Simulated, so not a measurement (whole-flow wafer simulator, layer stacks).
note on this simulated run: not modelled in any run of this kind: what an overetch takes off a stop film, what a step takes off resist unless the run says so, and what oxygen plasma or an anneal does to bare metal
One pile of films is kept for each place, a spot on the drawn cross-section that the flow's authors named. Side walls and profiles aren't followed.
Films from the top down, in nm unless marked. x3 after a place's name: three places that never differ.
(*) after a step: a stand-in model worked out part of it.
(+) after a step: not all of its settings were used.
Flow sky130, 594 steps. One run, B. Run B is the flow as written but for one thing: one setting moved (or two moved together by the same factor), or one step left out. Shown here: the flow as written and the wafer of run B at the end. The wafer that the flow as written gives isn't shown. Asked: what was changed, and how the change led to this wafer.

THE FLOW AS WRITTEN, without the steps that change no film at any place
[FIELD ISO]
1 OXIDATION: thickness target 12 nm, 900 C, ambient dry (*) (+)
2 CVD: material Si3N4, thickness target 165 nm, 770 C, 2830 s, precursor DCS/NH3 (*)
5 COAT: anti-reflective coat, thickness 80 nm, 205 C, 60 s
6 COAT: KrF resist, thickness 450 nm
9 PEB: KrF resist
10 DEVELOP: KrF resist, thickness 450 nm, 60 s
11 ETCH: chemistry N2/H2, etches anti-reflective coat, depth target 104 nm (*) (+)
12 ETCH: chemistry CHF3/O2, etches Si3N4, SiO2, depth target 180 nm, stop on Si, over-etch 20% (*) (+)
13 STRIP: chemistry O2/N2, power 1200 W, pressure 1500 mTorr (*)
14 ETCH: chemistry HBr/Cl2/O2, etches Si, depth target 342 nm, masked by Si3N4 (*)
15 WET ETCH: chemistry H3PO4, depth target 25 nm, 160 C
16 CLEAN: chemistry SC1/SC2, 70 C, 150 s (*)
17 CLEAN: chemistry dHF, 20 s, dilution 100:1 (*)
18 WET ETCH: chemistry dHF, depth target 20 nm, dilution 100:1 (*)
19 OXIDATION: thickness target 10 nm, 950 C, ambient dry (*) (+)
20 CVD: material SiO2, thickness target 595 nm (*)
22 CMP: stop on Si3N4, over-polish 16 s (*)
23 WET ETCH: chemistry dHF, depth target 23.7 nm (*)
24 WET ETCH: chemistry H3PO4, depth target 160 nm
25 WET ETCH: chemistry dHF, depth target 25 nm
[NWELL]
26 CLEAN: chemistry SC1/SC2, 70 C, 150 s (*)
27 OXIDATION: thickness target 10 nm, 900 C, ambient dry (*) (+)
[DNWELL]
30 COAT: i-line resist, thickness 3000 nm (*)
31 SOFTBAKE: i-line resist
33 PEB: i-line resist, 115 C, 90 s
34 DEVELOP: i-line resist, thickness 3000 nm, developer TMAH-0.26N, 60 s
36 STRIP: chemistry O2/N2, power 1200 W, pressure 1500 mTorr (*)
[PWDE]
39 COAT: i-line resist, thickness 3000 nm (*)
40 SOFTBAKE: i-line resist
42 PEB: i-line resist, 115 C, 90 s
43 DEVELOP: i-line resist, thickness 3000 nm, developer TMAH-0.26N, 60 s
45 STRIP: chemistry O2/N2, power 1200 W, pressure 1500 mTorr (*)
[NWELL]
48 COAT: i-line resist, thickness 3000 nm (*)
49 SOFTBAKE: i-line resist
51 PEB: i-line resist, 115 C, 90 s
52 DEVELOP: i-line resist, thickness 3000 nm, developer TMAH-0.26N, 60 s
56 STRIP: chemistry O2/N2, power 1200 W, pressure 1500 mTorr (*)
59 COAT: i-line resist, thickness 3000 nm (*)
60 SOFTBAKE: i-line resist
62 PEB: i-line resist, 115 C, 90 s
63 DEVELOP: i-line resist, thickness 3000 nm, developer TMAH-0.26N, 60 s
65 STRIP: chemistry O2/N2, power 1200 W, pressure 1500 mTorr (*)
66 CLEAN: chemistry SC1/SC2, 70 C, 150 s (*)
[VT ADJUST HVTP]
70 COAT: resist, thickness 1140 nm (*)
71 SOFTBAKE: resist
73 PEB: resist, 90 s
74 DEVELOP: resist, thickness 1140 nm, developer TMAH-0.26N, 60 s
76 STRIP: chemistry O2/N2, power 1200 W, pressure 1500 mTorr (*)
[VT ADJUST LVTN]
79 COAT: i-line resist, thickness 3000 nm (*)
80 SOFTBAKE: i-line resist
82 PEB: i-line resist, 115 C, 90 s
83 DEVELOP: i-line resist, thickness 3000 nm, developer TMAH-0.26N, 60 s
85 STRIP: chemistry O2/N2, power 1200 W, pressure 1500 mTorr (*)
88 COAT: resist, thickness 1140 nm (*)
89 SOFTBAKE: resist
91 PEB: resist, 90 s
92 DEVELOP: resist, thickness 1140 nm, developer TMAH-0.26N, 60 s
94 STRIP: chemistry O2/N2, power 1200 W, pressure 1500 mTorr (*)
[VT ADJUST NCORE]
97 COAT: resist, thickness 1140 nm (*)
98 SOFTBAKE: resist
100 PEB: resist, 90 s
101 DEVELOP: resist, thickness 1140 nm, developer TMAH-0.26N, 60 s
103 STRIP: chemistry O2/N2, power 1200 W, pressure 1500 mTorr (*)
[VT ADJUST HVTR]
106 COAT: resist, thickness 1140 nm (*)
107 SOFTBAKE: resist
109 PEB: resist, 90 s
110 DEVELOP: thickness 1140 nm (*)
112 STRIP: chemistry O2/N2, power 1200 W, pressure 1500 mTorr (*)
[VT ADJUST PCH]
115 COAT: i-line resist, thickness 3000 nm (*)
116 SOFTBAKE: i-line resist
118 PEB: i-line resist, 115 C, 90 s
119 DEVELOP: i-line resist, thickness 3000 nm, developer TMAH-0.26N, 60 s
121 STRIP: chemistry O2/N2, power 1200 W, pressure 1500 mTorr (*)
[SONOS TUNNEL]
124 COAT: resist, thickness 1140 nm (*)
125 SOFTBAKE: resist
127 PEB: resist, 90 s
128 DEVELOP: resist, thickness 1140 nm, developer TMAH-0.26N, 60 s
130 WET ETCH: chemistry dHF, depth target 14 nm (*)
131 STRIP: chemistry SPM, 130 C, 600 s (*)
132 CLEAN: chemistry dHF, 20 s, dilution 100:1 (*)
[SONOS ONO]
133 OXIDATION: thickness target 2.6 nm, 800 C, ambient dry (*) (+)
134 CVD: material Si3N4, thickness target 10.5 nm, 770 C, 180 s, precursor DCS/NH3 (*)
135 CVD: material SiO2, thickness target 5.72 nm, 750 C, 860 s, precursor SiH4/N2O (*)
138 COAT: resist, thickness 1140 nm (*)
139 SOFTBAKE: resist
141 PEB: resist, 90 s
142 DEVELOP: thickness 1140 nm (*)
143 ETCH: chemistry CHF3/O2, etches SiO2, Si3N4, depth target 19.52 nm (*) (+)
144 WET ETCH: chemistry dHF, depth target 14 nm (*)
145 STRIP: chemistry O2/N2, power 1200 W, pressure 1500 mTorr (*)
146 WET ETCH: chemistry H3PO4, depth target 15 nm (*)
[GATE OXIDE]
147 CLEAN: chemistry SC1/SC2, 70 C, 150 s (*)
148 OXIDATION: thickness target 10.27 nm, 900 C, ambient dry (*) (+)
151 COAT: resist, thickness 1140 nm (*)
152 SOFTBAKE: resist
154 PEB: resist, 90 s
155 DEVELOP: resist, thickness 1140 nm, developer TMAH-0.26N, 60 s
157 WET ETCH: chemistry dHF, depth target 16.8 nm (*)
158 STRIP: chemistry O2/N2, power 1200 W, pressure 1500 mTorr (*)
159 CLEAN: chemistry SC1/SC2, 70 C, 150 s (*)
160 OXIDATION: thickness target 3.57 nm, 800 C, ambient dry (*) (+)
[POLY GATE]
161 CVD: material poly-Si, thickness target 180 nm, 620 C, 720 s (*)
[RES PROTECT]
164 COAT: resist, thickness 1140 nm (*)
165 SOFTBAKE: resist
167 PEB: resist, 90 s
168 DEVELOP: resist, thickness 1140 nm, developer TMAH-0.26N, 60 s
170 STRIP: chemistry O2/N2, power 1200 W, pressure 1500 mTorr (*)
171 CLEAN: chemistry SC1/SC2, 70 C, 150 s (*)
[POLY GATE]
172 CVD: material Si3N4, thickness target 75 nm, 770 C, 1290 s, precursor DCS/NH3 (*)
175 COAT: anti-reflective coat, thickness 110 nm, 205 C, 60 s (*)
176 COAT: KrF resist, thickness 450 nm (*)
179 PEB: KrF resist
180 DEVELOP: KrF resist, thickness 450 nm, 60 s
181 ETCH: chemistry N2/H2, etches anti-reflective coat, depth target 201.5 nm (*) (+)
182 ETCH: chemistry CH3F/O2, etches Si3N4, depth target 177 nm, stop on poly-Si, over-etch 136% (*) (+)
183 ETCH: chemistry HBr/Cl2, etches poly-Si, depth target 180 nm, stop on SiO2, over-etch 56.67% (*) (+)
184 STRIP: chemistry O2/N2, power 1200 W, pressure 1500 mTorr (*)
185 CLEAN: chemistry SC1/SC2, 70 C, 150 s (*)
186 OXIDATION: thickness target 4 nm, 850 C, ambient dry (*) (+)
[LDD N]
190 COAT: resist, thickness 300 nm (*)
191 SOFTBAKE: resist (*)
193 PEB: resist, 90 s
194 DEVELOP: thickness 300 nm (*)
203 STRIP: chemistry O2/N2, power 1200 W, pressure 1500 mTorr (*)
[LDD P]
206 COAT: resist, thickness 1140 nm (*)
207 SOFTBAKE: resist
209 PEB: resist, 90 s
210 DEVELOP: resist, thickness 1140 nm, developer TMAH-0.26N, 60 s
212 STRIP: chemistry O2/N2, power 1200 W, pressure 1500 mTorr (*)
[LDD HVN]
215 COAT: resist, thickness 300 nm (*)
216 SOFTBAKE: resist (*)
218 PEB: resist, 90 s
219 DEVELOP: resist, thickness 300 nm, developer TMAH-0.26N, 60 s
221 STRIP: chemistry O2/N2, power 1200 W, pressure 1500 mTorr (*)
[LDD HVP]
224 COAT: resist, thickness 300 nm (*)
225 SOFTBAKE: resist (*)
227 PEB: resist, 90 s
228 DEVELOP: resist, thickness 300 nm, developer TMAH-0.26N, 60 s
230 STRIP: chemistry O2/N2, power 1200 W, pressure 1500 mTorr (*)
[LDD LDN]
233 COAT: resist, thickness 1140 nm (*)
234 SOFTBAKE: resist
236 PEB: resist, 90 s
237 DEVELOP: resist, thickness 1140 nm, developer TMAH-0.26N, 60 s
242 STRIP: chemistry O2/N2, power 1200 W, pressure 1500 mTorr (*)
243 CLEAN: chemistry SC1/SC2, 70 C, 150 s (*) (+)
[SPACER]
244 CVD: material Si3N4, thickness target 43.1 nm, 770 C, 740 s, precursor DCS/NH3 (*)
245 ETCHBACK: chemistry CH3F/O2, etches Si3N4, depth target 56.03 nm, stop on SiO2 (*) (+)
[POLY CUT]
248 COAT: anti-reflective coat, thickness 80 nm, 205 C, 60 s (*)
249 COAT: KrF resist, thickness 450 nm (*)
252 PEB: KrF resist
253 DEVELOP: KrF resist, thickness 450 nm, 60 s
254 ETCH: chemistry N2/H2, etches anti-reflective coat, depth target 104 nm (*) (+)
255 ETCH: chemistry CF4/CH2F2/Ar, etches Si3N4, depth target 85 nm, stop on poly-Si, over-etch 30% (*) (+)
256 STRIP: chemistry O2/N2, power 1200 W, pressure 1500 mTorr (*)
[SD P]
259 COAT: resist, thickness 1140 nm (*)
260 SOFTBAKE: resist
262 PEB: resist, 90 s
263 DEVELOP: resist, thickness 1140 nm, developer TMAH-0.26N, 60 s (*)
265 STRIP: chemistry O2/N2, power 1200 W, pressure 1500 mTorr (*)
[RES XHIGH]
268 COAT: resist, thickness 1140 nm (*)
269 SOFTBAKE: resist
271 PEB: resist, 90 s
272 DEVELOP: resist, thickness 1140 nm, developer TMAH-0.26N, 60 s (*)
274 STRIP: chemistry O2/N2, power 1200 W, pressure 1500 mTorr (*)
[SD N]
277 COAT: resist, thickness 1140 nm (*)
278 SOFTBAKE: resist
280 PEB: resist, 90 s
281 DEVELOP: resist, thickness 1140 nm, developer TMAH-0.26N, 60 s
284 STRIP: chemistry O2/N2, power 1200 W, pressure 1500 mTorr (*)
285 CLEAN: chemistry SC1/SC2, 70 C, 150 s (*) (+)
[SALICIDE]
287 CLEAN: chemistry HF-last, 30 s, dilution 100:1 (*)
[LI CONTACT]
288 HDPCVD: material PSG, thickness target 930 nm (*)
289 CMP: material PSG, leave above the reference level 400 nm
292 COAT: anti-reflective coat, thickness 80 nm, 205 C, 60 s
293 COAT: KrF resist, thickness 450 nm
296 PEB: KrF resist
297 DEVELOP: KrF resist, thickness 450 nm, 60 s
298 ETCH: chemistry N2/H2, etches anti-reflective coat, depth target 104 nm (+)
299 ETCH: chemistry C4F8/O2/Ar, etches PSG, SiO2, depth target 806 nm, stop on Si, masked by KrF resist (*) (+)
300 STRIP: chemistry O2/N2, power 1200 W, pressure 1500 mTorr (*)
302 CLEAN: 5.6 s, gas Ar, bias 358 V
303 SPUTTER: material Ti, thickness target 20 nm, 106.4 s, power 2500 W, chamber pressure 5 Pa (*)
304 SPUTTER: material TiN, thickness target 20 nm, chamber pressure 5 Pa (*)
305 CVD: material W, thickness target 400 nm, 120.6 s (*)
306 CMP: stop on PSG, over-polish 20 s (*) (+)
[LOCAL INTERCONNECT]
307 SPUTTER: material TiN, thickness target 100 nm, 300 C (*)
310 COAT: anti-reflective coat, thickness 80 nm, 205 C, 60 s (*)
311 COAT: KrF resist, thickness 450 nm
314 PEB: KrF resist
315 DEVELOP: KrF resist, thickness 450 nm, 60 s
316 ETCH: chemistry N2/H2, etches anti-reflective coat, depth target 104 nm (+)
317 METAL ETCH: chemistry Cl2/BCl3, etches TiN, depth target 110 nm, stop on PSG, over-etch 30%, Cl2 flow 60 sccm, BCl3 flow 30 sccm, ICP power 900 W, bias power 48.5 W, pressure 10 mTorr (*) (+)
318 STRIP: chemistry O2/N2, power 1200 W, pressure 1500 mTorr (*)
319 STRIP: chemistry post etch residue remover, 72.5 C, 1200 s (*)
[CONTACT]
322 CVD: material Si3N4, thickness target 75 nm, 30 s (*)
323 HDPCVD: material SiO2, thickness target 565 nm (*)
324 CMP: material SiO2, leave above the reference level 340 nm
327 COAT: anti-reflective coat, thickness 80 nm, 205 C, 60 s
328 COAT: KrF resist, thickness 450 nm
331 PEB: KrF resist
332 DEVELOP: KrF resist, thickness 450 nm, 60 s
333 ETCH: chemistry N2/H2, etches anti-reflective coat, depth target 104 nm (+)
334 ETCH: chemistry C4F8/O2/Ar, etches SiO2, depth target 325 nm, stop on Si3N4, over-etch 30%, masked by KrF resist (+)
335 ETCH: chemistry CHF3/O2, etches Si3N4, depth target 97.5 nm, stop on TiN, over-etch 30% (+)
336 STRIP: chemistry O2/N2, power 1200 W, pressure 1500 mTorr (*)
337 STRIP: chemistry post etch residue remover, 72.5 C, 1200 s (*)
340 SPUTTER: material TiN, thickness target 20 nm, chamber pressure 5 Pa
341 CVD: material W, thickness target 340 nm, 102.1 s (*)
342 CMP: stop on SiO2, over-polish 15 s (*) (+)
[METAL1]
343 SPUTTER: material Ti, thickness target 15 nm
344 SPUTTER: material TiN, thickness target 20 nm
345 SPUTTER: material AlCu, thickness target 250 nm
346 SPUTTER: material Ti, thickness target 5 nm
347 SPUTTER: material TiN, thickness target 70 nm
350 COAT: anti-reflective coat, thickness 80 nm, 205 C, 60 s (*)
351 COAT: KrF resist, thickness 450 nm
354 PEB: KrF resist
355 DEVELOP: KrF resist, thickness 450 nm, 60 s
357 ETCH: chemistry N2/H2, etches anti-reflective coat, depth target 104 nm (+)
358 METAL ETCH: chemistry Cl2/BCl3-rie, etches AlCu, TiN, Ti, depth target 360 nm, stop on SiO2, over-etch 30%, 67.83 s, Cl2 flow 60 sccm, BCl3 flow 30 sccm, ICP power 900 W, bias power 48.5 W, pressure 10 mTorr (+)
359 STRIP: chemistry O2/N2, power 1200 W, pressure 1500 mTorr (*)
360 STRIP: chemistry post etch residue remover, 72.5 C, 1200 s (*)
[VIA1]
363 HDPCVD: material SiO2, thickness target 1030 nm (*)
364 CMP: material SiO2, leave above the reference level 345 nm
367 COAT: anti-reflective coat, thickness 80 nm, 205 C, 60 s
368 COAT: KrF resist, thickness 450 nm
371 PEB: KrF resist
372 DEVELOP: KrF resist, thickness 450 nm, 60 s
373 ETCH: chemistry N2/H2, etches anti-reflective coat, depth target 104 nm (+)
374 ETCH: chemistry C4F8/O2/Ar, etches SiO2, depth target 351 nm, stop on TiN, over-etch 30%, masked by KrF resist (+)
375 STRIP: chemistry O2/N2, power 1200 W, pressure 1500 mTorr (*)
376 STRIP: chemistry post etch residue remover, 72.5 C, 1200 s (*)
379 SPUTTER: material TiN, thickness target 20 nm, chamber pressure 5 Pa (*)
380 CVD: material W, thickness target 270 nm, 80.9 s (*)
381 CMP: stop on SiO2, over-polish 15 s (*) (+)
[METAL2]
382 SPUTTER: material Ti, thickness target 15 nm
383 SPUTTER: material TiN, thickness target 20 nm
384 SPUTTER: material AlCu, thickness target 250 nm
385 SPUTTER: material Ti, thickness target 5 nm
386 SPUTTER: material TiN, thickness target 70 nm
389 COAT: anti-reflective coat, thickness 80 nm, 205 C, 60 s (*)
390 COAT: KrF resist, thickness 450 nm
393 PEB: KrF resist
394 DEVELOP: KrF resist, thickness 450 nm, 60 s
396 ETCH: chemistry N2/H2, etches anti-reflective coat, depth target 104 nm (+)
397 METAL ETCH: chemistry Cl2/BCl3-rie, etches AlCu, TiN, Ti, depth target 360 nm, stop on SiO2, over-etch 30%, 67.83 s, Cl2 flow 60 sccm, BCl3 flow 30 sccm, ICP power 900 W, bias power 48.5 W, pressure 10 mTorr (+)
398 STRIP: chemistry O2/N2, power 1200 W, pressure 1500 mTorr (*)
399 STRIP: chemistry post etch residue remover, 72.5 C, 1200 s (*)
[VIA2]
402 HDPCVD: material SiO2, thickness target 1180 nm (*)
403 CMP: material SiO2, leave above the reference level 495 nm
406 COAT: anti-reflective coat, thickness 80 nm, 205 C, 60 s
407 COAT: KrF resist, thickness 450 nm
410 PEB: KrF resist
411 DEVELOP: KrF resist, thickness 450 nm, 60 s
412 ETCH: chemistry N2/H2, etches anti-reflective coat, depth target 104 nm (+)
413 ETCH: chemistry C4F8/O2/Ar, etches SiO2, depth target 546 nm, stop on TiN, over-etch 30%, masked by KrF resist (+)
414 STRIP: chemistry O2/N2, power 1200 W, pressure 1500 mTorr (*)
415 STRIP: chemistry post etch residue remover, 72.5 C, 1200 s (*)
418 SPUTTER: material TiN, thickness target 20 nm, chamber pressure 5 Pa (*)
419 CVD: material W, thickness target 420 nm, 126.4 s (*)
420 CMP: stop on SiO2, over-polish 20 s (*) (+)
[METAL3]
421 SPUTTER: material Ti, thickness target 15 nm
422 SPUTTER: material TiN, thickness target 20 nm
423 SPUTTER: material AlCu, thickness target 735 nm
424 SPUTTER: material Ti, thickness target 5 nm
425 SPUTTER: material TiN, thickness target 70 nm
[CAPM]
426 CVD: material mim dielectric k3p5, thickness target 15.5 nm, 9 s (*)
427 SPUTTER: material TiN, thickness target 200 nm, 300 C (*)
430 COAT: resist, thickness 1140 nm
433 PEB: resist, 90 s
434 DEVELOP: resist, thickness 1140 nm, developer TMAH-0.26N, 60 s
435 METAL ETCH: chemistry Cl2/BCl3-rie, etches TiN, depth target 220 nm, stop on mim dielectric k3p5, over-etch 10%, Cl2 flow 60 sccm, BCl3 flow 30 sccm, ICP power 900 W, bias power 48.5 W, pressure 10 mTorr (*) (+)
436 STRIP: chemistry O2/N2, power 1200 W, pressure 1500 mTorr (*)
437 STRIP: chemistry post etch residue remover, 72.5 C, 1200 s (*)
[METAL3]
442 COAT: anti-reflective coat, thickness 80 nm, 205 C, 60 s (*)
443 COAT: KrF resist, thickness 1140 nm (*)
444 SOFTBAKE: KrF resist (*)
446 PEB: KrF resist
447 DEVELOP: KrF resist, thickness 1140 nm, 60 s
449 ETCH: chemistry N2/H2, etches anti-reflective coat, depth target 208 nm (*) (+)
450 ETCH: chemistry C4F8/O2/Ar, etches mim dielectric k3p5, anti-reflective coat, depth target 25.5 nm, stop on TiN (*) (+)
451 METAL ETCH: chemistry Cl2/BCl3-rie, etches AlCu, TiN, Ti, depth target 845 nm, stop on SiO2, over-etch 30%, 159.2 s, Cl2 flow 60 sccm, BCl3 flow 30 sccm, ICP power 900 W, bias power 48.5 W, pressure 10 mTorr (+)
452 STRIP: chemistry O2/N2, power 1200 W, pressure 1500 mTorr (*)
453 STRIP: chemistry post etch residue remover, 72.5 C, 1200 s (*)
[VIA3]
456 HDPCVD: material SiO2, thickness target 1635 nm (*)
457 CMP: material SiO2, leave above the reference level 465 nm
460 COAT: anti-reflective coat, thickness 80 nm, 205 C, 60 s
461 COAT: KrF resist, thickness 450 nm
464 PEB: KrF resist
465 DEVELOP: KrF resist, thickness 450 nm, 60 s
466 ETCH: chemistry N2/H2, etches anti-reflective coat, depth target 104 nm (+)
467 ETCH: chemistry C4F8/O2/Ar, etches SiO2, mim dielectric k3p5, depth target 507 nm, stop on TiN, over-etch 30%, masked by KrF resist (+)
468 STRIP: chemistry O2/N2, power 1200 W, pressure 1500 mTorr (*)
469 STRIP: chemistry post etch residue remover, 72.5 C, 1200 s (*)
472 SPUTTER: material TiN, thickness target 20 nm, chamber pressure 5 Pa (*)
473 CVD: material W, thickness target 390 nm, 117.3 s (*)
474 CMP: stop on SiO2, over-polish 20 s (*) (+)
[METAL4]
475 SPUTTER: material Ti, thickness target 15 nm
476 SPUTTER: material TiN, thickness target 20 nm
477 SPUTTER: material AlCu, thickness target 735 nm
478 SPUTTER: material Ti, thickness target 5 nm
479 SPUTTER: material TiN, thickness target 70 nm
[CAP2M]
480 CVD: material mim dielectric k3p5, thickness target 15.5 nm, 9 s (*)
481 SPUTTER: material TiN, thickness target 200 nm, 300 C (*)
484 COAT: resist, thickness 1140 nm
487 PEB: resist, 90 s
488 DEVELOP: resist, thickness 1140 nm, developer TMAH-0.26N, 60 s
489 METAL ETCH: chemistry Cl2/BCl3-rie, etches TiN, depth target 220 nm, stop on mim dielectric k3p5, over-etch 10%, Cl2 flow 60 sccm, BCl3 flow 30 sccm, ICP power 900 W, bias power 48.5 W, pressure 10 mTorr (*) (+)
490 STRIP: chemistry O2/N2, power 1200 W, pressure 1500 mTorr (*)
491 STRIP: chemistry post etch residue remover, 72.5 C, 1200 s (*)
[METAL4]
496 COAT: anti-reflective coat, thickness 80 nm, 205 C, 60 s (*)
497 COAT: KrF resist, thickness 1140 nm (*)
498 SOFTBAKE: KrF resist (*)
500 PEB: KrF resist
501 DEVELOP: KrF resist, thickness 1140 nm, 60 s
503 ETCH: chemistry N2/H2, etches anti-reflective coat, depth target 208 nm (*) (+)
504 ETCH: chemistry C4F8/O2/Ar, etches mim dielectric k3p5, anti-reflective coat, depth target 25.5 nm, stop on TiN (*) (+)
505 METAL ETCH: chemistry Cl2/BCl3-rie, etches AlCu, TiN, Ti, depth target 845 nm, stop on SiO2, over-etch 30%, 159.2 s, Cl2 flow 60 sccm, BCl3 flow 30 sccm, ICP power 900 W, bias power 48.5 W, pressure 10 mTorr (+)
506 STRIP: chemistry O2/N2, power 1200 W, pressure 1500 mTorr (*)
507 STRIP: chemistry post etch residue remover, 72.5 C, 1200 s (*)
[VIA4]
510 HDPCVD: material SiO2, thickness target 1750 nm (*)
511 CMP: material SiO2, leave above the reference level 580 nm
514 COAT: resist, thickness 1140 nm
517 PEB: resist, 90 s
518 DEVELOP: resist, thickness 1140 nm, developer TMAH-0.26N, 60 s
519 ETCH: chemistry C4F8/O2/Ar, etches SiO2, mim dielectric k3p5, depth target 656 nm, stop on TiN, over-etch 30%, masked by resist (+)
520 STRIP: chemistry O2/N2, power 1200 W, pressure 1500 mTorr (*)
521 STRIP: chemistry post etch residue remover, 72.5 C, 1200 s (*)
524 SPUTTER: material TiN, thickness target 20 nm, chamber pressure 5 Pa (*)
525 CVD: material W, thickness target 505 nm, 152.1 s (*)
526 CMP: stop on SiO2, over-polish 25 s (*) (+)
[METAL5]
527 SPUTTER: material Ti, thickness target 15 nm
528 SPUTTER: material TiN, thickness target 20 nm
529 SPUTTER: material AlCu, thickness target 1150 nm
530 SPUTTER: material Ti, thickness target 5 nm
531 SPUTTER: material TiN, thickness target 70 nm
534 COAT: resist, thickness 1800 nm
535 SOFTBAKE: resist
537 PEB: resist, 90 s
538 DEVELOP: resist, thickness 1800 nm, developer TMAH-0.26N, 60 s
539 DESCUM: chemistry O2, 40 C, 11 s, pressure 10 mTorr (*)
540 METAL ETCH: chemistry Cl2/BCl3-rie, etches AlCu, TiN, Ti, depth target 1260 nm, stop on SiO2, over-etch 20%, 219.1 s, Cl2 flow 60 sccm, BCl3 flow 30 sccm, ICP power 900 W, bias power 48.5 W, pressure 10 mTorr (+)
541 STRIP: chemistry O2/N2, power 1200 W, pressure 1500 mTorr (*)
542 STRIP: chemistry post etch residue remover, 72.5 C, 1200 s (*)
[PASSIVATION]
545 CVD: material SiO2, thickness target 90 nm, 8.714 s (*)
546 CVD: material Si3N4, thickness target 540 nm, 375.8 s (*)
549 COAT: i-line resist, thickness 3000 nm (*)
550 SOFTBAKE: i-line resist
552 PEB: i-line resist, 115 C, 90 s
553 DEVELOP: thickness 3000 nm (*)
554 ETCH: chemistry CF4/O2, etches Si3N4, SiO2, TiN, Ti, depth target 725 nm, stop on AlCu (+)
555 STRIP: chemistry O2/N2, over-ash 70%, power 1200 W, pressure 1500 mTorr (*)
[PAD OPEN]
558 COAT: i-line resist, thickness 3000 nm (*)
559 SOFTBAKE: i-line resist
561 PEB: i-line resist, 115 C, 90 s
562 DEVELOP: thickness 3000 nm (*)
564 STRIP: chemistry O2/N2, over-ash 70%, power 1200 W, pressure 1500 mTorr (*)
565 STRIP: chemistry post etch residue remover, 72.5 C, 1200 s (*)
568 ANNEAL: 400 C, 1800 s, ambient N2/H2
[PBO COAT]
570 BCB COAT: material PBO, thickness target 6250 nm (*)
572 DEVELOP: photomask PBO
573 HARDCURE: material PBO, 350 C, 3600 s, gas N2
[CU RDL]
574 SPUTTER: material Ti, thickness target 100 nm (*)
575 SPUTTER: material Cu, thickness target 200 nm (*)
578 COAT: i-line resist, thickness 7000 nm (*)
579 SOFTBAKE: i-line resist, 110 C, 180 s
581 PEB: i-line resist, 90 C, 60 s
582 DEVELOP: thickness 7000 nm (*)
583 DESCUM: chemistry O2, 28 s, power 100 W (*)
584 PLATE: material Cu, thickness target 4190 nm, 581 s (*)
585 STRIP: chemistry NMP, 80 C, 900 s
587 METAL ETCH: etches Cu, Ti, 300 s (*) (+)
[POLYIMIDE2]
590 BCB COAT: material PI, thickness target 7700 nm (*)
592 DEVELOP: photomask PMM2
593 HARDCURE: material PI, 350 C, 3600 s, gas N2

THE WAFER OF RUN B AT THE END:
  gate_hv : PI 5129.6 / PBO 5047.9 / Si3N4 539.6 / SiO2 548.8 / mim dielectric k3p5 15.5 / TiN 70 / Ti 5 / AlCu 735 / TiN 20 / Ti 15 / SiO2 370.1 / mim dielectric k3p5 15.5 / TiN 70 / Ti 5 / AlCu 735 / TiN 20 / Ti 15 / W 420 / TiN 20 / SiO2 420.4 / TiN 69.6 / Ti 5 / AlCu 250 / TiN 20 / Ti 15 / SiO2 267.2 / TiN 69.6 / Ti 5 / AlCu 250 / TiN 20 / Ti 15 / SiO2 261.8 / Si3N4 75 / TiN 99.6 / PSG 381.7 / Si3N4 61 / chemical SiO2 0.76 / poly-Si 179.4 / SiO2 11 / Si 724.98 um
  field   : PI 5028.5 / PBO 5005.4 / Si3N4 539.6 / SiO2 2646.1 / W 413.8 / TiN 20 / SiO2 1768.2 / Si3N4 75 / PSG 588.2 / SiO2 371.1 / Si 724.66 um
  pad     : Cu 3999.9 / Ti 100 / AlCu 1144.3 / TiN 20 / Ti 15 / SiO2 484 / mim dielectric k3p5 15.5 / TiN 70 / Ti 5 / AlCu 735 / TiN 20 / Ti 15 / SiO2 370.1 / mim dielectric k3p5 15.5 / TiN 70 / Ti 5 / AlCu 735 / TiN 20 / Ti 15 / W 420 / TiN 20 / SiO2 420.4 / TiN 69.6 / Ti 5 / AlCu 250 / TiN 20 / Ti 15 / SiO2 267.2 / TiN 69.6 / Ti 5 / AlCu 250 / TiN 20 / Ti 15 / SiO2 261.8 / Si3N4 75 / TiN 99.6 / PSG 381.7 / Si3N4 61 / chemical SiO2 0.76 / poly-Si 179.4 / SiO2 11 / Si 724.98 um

The cause: step 420, CMP: stop on SiO2, over-polish 20 s (*) (+), was left out.

How the change led to this, step by step:
  451 METAL ETCH: chemistry Cl2/BCl3-rie, etches AlCu, TiN, Ti, depth target 845 nm, stop on SiO2, over-etch 30%, 159.2 s, Cl2 flow 60 sccm, BCl3 flow 30 sccm, ICP power 900 W, bias power 48.5 W, pressure 10 mTorr (+)
      field, active, gate and 69 more: TiN -70 (all of it), Ti -5 (all of it), AlCu -735 (all of it), TiN -20 (all of it), Ti -15 (all of it) (as written it would be: TiN -70 (all of it), Ti -5 (all of it), AlCu -735 (all of it), TiN -20 (all of it), Ti -15 (all of it), SiO2 -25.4)
      vpp_ln, vpp_iso2, ndiff_ln and 10 more: TiN -70 (all of it), Ti -5 (all of it), AlCu -735 (all of it), TiN -20 (all of it), Ti -15 (all of it) (as written it would be: TiN -70 (all of it), Ti -5 (all of it), AlCu -735 (all of it), TiN -20 (all of it), Ti -15 (all of it), SiO2 -25.3)
  453 STRIP: chemistry post etch residue remover, 72.5 C, 1200 s (*)
      field, active, gate and 82 more: W -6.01 (as written it would be: nothing)
  456 HDPCVD: material SiO2, thickness target 1635 nm (*)
      field, active, gate and 82 more: SiO2 +1635 (new film) (as written it would be: SiO2 +1635)
  457 CMP: material SiO2, leave above the reference level 465 nm
      field, active, gate and 82 more: SiO2 -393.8 (as written it would be: SiO2 -374.7)
Counting metal films that touch as one body, field has 1 body; the flow as written gives 0 bodies.
